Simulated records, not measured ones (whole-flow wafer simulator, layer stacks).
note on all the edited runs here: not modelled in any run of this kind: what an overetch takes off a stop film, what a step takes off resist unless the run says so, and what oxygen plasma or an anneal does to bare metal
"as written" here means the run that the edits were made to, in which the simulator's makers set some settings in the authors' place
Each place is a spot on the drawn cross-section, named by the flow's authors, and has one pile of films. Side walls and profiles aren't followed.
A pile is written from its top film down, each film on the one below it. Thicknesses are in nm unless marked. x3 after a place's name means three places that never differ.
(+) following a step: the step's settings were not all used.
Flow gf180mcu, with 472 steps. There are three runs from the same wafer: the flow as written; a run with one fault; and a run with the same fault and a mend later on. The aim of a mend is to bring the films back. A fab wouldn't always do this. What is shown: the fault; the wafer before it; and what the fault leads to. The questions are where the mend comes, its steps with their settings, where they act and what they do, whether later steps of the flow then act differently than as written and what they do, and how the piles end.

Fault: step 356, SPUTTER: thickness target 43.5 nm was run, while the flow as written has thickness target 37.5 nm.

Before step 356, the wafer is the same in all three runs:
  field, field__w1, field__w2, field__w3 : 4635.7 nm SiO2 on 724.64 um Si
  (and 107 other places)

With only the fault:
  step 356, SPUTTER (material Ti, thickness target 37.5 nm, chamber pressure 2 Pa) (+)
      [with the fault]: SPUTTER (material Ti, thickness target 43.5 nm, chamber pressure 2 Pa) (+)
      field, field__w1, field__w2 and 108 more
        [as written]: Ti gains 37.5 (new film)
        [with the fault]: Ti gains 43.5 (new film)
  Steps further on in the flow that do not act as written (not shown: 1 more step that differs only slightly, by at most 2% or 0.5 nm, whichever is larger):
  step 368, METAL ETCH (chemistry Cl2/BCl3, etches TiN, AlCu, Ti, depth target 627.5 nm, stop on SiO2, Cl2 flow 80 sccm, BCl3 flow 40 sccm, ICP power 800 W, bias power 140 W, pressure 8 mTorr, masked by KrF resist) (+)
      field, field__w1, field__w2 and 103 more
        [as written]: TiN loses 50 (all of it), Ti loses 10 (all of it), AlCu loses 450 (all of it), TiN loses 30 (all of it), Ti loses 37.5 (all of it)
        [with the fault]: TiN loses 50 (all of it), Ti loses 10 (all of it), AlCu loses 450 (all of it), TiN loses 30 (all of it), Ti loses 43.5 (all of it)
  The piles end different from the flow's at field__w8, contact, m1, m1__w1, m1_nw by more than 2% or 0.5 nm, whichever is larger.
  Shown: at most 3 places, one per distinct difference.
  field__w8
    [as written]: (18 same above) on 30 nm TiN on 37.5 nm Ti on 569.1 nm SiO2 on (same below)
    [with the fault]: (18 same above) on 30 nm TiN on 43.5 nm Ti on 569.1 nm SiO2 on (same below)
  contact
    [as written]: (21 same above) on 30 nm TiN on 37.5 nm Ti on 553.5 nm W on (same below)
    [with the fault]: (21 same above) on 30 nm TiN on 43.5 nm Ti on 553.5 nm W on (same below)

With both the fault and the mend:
  After step 356 comes the mend.
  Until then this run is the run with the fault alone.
  step 356a, METAL ETCH (chemistry Cl2/BCl3, etches TiN, AlCu, Ti, depth target 6 nm, Cl2 flow 80 sccm, BCl3 flow 40 sccm, ICP power 800 W, bias power 140 W, pressure 8 mTorr) (a further turn of the flow's step 260, with different settings)
      field, field__w1, field__w2 and 108 more
        Ti loses 6
  Later steps of the flow that are run all act as written at every place that is followed.
  The piles end the same as the flow's at every place that both follow.
